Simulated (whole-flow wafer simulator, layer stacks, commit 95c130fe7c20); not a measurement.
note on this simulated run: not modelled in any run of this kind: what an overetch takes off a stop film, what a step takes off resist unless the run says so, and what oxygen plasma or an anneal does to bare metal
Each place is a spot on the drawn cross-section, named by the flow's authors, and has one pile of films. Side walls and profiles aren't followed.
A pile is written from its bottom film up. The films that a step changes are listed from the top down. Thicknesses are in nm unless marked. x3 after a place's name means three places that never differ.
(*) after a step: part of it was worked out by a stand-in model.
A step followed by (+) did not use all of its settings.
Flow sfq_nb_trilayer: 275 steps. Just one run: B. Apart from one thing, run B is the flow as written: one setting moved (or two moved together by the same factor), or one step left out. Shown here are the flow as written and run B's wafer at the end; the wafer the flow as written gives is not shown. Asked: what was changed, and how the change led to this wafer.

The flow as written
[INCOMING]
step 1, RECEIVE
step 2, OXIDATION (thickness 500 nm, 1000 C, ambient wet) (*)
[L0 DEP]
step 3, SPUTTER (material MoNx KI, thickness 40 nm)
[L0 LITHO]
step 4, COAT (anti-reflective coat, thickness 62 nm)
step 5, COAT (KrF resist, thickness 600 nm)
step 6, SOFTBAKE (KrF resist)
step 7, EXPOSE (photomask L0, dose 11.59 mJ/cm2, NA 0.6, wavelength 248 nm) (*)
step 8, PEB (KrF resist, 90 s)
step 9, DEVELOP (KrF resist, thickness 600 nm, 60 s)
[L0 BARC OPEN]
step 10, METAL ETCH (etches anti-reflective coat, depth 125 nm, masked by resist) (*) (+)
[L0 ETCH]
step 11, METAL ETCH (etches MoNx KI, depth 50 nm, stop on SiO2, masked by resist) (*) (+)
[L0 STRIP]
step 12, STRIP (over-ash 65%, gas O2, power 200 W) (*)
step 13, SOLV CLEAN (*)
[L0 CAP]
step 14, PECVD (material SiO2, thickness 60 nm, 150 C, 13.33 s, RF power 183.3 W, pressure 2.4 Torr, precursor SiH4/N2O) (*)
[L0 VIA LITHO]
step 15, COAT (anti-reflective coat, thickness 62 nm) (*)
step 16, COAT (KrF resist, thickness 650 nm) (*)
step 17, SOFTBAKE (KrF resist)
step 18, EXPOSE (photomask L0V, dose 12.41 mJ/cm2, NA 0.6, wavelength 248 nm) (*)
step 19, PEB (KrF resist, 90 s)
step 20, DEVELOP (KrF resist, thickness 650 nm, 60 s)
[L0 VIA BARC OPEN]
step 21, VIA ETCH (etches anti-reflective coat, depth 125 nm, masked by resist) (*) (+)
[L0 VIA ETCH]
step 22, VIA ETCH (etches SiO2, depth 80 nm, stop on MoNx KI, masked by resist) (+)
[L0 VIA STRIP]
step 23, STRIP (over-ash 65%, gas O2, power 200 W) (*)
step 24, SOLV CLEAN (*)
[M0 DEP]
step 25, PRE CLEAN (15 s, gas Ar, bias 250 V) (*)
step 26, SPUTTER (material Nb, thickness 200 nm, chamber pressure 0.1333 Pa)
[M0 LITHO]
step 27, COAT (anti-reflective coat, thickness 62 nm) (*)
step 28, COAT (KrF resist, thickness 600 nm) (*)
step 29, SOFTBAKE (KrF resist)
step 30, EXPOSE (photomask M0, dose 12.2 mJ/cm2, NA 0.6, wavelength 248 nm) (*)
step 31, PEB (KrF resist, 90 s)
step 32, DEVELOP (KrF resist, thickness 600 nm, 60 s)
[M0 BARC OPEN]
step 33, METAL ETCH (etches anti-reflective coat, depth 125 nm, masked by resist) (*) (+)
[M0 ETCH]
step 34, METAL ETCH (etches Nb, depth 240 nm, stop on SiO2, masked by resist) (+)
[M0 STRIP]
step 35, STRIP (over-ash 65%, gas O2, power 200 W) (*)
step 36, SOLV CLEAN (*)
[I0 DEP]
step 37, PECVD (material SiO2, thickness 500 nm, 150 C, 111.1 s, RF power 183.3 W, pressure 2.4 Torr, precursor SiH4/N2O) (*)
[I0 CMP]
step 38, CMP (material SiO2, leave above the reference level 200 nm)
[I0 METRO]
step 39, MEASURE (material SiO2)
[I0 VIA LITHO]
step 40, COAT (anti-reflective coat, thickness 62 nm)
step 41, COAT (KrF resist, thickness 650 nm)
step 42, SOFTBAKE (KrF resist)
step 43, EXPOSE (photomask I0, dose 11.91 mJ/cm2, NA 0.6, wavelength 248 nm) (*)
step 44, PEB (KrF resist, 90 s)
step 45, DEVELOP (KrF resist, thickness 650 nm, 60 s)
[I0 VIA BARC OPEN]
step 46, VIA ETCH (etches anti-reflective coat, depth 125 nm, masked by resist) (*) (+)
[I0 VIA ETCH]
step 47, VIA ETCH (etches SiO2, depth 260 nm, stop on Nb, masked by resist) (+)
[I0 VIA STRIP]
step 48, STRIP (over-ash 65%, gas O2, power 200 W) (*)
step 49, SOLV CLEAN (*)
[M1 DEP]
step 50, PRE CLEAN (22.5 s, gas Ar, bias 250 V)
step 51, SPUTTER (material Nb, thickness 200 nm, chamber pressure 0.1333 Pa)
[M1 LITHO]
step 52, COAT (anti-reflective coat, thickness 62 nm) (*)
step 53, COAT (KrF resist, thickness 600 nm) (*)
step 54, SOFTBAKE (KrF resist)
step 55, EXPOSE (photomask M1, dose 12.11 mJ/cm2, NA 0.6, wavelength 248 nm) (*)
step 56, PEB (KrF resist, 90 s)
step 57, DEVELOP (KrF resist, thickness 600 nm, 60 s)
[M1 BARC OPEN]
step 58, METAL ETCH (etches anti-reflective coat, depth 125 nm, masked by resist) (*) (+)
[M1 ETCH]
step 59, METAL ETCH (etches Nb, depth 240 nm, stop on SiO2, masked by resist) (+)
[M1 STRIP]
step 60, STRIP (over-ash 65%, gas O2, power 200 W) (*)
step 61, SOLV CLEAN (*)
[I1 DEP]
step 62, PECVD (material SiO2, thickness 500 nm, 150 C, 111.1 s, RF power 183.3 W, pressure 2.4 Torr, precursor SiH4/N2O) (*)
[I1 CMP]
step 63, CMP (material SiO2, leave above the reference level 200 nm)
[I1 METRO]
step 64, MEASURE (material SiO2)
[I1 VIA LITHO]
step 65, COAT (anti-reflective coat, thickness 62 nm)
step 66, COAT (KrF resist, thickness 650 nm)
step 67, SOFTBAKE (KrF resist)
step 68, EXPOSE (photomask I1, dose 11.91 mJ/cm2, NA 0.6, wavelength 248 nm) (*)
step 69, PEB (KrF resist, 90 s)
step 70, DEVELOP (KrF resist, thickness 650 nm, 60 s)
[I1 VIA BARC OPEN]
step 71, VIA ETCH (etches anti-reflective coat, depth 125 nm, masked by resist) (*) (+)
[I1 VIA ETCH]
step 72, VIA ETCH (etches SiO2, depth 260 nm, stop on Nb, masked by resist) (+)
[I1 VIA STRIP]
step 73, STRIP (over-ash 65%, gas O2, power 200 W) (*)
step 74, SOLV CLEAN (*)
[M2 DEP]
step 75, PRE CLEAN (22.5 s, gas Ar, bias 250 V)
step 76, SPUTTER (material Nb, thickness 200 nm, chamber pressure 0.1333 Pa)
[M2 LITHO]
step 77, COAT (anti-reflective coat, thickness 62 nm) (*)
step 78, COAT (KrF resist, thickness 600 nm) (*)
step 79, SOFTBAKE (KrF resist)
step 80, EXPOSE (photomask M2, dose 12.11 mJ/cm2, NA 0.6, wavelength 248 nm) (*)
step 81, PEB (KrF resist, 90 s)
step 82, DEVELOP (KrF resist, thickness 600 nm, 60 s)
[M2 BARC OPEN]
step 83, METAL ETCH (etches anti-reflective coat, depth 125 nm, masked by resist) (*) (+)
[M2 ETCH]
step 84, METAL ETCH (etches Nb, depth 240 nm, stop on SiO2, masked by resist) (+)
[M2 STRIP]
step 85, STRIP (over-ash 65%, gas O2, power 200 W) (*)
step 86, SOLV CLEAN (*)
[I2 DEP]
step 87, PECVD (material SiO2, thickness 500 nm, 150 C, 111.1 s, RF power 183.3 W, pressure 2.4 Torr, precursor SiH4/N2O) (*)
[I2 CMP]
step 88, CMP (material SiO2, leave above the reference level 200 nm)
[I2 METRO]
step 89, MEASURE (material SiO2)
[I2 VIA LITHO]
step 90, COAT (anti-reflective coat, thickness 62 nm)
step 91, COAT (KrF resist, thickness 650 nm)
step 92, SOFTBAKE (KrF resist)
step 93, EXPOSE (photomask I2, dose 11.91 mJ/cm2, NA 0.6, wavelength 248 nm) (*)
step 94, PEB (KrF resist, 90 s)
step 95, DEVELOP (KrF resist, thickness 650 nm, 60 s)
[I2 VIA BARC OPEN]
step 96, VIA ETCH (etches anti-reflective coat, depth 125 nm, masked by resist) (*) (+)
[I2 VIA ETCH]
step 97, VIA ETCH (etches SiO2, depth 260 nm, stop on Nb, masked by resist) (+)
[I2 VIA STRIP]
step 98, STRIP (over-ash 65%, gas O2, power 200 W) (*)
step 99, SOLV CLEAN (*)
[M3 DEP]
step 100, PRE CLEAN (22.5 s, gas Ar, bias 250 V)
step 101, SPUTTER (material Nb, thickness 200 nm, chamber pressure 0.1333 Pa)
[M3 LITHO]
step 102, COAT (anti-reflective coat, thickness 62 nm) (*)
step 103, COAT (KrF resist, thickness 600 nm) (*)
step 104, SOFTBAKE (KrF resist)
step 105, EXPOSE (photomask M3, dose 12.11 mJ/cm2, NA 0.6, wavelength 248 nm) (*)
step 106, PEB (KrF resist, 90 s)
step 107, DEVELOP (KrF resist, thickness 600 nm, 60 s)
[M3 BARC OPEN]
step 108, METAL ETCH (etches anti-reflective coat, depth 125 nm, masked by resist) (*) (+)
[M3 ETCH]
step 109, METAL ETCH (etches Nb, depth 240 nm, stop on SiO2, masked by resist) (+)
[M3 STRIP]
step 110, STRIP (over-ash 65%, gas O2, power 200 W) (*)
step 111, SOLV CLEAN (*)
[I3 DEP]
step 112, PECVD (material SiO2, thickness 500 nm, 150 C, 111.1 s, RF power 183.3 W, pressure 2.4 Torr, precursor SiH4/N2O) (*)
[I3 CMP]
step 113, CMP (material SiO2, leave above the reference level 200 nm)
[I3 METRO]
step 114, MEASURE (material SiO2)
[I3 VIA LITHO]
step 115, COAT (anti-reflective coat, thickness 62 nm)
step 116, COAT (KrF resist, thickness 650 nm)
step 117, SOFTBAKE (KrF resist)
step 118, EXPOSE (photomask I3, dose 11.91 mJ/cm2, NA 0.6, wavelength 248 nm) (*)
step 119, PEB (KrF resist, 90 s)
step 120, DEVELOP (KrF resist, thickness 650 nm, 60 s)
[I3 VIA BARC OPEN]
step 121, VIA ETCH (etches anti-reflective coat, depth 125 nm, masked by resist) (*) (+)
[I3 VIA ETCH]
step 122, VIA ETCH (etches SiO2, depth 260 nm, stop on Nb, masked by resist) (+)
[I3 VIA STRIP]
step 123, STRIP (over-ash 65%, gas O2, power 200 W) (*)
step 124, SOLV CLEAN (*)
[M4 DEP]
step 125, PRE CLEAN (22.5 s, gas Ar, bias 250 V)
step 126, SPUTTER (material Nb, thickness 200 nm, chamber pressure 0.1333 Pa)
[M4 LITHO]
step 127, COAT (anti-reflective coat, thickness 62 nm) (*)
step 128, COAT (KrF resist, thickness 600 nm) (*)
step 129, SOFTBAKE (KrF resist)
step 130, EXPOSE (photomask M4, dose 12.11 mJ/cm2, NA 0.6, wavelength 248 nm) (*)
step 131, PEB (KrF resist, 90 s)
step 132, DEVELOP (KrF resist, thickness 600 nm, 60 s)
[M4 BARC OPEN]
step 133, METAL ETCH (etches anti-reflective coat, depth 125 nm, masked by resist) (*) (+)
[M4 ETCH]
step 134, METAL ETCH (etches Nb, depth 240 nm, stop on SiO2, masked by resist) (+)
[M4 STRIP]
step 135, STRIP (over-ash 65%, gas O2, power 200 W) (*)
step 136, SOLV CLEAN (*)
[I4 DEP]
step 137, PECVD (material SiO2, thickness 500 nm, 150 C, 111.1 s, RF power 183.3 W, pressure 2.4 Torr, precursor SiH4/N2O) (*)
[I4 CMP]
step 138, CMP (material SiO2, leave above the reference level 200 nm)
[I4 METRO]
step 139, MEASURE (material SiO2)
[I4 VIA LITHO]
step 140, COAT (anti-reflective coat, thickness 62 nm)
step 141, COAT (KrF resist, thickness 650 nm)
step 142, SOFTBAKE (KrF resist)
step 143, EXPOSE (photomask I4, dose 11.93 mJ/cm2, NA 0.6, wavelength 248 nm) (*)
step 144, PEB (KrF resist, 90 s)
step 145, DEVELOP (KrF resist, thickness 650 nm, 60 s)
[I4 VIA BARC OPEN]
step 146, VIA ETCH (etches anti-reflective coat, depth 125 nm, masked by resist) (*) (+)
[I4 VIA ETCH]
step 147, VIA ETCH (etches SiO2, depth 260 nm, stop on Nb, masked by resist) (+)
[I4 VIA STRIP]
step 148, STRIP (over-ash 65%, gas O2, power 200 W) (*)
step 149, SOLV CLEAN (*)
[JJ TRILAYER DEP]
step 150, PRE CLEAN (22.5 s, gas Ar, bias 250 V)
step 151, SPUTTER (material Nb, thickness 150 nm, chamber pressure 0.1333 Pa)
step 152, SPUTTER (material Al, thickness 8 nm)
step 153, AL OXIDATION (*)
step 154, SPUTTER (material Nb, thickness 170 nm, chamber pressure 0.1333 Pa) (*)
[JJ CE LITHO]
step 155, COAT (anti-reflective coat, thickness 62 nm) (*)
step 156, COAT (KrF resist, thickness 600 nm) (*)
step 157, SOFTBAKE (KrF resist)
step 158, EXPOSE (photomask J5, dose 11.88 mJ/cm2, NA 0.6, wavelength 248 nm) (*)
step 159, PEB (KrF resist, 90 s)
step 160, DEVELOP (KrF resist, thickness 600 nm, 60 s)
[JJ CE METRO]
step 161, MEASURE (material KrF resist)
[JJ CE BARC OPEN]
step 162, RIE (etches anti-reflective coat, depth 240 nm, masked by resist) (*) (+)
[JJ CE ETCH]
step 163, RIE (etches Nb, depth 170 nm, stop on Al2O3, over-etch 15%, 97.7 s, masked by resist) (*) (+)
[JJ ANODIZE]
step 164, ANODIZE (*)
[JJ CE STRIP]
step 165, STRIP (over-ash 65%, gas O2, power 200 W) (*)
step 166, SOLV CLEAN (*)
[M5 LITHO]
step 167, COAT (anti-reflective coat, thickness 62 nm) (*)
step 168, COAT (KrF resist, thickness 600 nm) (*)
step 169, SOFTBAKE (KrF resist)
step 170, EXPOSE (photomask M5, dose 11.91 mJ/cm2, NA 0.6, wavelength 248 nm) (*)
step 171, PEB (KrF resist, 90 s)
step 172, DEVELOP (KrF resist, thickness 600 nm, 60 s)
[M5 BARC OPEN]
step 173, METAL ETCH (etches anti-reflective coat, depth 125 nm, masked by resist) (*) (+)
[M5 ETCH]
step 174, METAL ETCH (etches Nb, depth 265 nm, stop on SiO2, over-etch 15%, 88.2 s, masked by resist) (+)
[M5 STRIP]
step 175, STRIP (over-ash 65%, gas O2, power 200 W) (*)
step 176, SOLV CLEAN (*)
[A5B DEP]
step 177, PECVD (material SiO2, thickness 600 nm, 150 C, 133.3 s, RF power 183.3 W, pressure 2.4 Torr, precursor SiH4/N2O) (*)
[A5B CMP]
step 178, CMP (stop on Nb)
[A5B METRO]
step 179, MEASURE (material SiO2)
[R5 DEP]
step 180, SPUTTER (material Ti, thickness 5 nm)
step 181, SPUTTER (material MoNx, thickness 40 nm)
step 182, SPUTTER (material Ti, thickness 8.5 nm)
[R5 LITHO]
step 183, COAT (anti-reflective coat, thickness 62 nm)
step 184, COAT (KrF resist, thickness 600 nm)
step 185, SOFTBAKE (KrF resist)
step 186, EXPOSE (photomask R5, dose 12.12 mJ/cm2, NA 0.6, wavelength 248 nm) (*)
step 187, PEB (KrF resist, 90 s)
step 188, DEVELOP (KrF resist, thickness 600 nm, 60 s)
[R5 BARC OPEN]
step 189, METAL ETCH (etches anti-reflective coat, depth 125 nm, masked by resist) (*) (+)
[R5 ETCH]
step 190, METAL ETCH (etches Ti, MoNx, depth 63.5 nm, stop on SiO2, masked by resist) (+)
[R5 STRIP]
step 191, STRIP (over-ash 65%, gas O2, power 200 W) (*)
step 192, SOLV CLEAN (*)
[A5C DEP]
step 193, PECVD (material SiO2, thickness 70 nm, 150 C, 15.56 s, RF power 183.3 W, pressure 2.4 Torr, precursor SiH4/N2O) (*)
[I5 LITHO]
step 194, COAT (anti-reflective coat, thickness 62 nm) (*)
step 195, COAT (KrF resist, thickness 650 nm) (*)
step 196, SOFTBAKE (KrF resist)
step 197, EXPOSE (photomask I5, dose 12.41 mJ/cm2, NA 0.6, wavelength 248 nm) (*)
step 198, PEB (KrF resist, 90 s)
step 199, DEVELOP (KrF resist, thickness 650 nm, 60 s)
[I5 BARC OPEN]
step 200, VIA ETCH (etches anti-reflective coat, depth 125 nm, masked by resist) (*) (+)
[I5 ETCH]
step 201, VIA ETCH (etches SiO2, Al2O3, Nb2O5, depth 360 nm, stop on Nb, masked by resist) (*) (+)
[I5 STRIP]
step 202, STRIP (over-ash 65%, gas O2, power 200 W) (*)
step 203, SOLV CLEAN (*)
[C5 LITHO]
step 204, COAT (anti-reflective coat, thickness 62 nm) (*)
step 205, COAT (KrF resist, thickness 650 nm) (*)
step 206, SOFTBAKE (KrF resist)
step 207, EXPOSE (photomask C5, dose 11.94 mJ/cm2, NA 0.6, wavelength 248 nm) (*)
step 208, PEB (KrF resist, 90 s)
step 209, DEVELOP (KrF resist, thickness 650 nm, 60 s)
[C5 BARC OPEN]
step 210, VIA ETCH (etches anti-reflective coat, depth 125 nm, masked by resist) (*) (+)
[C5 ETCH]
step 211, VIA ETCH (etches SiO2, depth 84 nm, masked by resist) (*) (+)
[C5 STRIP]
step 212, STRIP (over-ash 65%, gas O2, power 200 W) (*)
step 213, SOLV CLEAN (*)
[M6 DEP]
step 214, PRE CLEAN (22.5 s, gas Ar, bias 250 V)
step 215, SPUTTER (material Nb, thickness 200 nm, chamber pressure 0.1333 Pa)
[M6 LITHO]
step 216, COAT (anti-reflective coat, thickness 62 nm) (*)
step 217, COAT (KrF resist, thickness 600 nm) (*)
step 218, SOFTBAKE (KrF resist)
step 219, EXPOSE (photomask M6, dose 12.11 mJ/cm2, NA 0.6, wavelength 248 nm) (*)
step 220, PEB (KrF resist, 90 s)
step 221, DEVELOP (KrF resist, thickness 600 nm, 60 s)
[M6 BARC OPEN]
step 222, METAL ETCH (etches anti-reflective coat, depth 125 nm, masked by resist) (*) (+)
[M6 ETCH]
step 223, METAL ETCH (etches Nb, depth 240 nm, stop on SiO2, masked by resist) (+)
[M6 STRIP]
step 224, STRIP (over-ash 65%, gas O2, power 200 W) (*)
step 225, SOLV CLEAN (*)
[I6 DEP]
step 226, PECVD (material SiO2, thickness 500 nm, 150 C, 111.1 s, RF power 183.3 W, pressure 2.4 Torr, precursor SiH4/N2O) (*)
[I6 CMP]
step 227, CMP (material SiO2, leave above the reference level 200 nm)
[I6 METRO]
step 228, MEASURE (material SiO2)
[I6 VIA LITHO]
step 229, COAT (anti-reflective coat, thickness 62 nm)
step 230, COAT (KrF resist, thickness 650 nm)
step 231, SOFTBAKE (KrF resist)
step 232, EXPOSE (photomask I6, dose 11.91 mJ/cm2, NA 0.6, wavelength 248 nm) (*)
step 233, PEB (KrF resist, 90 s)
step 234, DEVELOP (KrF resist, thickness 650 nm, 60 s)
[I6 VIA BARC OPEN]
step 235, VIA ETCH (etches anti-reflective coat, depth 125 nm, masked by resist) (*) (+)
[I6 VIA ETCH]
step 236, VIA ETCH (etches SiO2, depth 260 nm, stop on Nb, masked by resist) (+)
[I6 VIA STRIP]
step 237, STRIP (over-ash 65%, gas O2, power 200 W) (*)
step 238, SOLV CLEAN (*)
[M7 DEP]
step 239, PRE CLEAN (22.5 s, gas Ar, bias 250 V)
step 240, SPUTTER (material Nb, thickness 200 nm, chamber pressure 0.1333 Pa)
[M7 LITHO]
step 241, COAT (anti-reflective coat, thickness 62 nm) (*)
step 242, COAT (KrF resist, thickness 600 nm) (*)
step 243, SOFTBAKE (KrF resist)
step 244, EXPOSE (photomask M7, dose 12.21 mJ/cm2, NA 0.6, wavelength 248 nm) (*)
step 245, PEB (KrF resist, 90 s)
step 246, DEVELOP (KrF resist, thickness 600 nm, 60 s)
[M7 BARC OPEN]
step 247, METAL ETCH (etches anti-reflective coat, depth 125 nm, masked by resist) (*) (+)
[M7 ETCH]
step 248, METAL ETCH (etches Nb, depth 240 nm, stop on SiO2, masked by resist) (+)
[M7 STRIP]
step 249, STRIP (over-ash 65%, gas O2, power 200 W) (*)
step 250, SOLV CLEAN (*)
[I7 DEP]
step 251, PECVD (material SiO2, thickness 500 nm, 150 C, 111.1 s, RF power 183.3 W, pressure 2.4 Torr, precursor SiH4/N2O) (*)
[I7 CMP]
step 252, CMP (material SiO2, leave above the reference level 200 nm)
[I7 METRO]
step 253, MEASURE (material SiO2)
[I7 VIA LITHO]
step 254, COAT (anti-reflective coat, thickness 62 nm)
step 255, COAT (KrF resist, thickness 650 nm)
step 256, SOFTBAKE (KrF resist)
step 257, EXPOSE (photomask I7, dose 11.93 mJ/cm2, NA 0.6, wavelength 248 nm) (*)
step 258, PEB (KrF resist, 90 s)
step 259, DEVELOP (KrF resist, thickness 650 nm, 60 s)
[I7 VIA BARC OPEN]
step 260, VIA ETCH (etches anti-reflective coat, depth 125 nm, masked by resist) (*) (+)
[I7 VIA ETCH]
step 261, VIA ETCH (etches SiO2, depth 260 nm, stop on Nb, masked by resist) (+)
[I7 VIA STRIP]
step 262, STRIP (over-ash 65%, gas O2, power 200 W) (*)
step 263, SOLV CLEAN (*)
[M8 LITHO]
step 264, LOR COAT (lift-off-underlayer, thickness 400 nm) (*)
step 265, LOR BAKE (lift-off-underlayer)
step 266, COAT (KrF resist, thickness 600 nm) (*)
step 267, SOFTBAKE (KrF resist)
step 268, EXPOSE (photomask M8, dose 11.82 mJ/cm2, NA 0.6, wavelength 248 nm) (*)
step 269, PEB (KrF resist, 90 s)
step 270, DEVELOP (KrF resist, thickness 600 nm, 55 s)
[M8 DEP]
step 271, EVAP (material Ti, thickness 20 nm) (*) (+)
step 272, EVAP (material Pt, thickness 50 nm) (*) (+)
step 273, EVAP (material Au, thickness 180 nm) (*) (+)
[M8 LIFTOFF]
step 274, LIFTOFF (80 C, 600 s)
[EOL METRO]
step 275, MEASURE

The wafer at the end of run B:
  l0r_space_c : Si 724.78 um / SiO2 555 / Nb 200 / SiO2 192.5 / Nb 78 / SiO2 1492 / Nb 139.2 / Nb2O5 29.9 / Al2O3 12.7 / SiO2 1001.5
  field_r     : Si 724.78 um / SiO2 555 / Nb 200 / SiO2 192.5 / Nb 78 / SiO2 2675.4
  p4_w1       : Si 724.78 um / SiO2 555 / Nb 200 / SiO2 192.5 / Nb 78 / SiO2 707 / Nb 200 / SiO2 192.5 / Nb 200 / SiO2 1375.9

The reason: step 59, METAL ETCH: depth 122 nm was run, while the flow as written has depth 240 nm.

Step by step, how the change led to this:
  step 59, METAL ETCH (etches Nb, depth 240 nm, stop on SiO2, masked by resist) (+)
      field_l, be, be_sur and 79 more: Nb loses 122 (in the flow as written it would be: Nb loses 200 (all of it))
      v_sur, via_wl, via_w and 21 more: KrF resist loses 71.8 (in the flow as written it would be: KrF resist loses 141.2)
  step 60, STRIP (over-ash 65%, gas O2, power 200 W) (*)
      wl_j_sl, wl_jj, wl_j_sr and 13 more: KrF resist loses 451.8 (all of it), anti-reflective coat loses 62 (all of it) (in the flow as written it would be: KrF resist loses 382.4 (all of it), anti-reflective coat loses 62 (all of it))
      v_sur: KrF resist loses 435.3 (all of it), anti-reflective coat loses 61.1 (all of it) (in the flow as written it would be: KrF resist loses 365.9 (all of it), anti-reflective coat loses 61.1 (all of it))
      (also at 7 further places)
  step 62, PECVD (material SiO2, thickness 500 nm, 150 C, 111.1 s, RF power 183.3 W, pressure 2.4 Torr, precursor SiH4/N2O) (*)
      field_l, be, be_sur and 72 more: SiO2 gains 500 (new film) (in the flow as written it would be: SiO2 gains 500)
      lsp_m, ln_m6, lsp_r, l0_sur, l0v: SiO2 gains 500 (new film) (in the flow as written it would be: SiO2 gains 494.9)
      (also at 2 further places)
  step 63, CMP (material SiO2, leave above the reference level 200 nm)
      field_l, be, be_sur and 72 more: SiO2 loses 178 (in the flow as written it would be: SiO2 loses 100)
      lsp_m, ln_m6, lsp_r, l0_sur, l0v: SiO2 loses 178 (in the flow as written it would be: SiO2 loses 94.9)
      (also at 2 further places)
With metal films that touch counted as one body, l0r_space_c has 3 bodies (between them, from the top down: SiO2 1492; SiO2 192.5); the flow as written gives 2 bodies (between them, from the top down: SiO2 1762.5).
With metal films that touch counted as one body, field_r has 2 bodies (between them, from the top down: SiO2 192.5); the flow as written gives 1 body.
With metal films that touch counted as one body, p4_w1 has 4 bodies (between them, from the top down: SiO2 192.5; SiO2 707; SiO2 192.5); the flow as written gives 3 bodies (between them, from the top down: SiO2 192.5; SiO2 977.5).
